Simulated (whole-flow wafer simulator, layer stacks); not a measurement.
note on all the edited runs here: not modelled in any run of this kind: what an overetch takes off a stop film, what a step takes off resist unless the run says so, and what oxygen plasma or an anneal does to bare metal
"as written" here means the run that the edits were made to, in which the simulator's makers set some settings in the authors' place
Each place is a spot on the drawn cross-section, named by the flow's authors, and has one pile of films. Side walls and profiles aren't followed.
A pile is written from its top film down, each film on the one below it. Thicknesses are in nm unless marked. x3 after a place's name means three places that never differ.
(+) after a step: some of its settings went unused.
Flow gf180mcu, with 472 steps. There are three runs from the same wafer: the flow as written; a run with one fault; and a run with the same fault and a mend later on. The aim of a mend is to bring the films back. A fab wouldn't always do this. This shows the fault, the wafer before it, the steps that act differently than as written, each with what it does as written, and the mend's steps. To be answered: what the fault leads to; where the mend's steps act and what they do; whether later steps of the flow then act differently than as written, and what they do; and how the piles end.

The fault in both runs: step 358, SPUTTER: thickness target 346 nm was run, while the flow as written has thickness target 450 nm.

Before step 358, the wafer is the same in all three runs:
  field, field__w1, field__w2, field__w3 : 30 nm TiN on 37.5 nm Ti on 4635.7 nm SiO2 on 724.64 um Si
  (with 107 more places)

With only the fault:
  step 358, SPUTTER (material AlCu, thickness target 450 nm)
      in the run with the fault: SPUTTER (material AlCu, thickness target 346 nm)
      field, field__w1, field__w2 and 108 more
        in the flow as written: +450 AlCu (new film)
        in the run with the fault: +346 AlCu (new film)
  Later steps of the flow acting differently than as written:
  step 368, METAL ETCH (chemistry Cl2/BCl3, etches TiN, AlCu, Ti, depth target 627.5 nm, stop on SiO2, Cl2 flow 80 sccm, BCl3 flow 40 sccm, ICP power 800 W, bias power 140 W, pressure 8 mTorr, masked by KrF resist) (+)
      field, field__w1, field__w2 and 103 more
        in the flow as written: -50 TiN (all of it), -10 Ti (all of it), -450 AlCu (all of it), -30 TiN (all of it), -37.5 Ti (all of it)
        in the run with the fault: -50 TiN (all of it), -10 Ti (all of it), -346 AlCu (all of it), -30 TiN (all of it), -37.5 Ti (all of it)
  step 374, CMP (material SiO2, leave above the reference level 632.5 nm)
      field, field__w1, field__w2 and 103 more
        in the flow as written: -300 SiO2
        in the run with the fault: -404 SiO2
  The piles end different from the flow's at field__w8, contact, m1, m1__w1, m1_nw by more than 2% or 0.5 nm, whichever is larger.
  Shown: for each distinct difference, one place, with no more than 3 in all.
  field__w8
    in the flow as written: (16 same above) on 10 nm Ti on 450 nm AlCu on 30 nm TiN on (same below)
    in the run with the fault: (16 same above) on 10 nm Ti on 346 nm AlCu on 30 nm TiN on (same below)
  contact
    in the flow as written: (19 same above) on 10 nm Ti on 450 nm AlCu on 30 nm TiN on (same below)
    in the run with the fault: (19 same above) on 10 nm Ti on 346 nm AlCu on 30 nm TiN on (same below)

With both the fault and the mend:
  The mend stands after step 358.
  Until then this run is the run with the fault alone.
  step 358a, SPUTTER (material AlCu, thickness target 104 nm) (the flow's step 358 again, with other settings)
      field, field__w1, field__w2 and 108 more
        +104 AlCu
  Later steps of the flow that are run all act as written at every place that is followed.
  By the end, the piles equal the flow's at every place that both follow.
